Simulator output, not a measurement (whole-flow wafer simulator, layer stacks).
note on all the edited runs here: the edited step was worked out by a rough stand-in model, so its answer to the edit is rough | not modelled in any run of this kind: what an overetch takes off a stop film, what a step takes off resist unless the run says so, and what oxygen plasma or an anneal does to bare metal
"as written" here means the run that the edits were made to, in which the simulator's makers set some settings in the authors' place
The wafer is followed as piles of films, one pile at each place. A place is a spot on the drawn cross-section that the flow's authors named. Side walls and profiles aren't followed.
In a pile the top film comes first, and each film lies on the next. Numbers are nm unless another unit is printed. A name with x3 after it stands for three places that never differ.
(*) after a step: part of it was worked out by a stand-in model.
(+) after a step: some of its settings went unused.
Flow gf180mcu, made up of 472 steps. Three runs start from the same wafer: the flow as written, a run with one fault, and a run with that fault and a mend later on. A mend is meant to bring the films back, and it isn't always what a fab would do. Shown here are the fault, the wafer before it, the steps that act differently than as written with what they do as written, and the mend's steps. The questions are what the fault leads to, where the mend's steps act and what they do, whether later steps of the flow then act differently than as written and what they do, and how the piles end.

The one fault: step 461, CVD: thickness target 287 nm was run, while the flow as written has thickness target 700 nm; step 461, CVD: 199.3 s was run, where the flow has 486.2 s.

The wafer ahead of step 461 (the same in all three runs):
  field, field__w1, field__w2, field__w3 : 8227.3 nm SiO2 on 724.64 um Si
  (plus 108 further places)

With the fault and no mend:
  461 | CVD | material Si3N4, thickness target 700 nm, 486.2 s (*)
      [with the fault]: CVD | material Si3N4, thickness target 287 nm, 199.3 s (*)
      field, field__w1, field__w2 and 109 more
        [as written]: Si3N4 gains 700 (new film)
        [with the fault]: Si3N4 gains 287.1 (new film)
  Steps later in the flow that act otherwise than as written (4 more steps, not shown, differ only slightly: by at most 2% or 0.5 nm, whichever is larger):
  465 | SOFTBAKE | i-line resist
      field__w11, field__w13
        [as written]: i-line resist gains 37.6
        [with the fault]: i-line resist gains 35.4
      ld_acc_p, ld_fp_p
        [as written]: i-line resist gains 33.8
        [with the fault]: i-line resist gains 31.5
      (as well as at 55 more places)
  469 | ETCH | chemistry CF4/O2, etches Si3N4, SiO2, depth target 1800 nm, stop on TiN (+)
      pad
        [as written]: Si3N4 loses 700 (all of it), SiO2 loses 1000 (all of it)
        [with the fault]: Si3N4 loses 287.1 (all of it), SiO2 loses 1000 (all of it)
  The piles end different from the flow's at field, field__w1, field__w2 and 108 more by more than 2% or 0.5 nm, whichever is larger.
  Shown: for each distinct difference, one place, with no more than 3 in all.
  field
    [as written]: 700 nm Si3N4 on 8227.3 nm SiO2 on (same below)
    [with the fault]: 287.1 nm Si3N4 on 8227.3 nm SiO2 on (same below)
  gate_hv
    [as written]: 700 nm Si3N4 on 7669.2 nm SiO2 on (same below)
    [with the fault]: 287.1 nm Si3N4 on 7669.2 nm SiO2 on (same below)
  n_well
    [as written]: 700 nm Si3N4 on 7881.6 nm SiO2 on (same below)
    [with the fault]: 287.1 nm Si3N4 on 7881.6 nm SiO2 on (same below)

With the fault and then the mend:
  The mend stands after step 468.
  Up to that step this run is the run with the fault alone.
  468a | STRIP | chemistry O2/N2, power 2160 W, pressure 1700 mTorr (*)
      iso_ptap_pw, iso_ntap_nw, iso_nw_fld and 33 more
        i-line resist loses 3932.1 (all of it)
      p_well, sti, spacer, sd_n, mim_1p0, dice_street
        i-line resist loses 3937.9 (all of it)
      field__w2, field__w3, field__w6
        i-line resist loses 3983.4 (all of it)
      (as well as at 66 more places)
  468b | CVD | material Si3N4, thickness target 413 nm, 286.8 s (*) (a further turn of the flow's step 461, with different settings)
      field, field__w1, field__w2 and 109 more
        Si3N4 gains 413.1
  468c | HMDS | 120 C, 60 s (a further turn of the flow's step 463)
      alters no film at any place that is followed
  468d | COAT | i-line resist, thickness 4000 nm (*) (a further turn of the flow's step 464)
      iso_ptap_pw, iso_ntap_nw, iso_nw_fld and 33 more
        i-line resist gains 4000 (new film)
      field__w9, field__w13, sd_p_hv, gate_p_hv, nplus_u, npoly_u
        i-line resist gains 4017 (new film)
      p_well, sti, spacer, sd_n, mim_1p0, dice_street
        i-line resist gains 4006.3 (new film)
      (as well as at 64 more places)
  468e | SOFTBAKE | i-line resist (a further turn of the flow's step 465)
      ld_acc_p, ld_fp_p, ld_drift_p
        i-line resist gains 33.8
      field__w2, field_sub__w4
        i-line resist gains 33.4
      field__w11, field__w13
        i-line resist gains 37.6
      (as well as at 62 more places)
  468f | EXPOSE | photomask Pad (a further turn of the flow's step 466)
      alters no film at any place that is followed
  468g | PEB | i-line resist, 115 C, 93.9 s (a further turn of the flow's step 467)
      iso_ptap_pw, iso_ntap_nw, iso_nw_fld and 33 more
        i-line resist loses 67.9
      field, field__w2, field__w3 and 25 more
        i-line resist loses 68.8
      field_sub, field_sub__w1, field_sub__w2 and 23 more
        i-line resist loses 68.7
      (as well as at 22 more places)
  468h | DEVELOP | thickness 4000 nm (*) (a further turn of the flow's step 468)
      field__w5, field__w7, field__w13 and 13 more
        i-line resist loses 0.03
      pad
        i-line resist loses 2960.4 (all of it)
  Every later step of the flow that is run acts as written, at every place that is followed, to within 2% or 0.5 nm, whichever is larger.
  When the end is reached, the piles differ only a little from the flow's at the places that both follow, at most by 2% or 0.5 nm, whichever is larger.
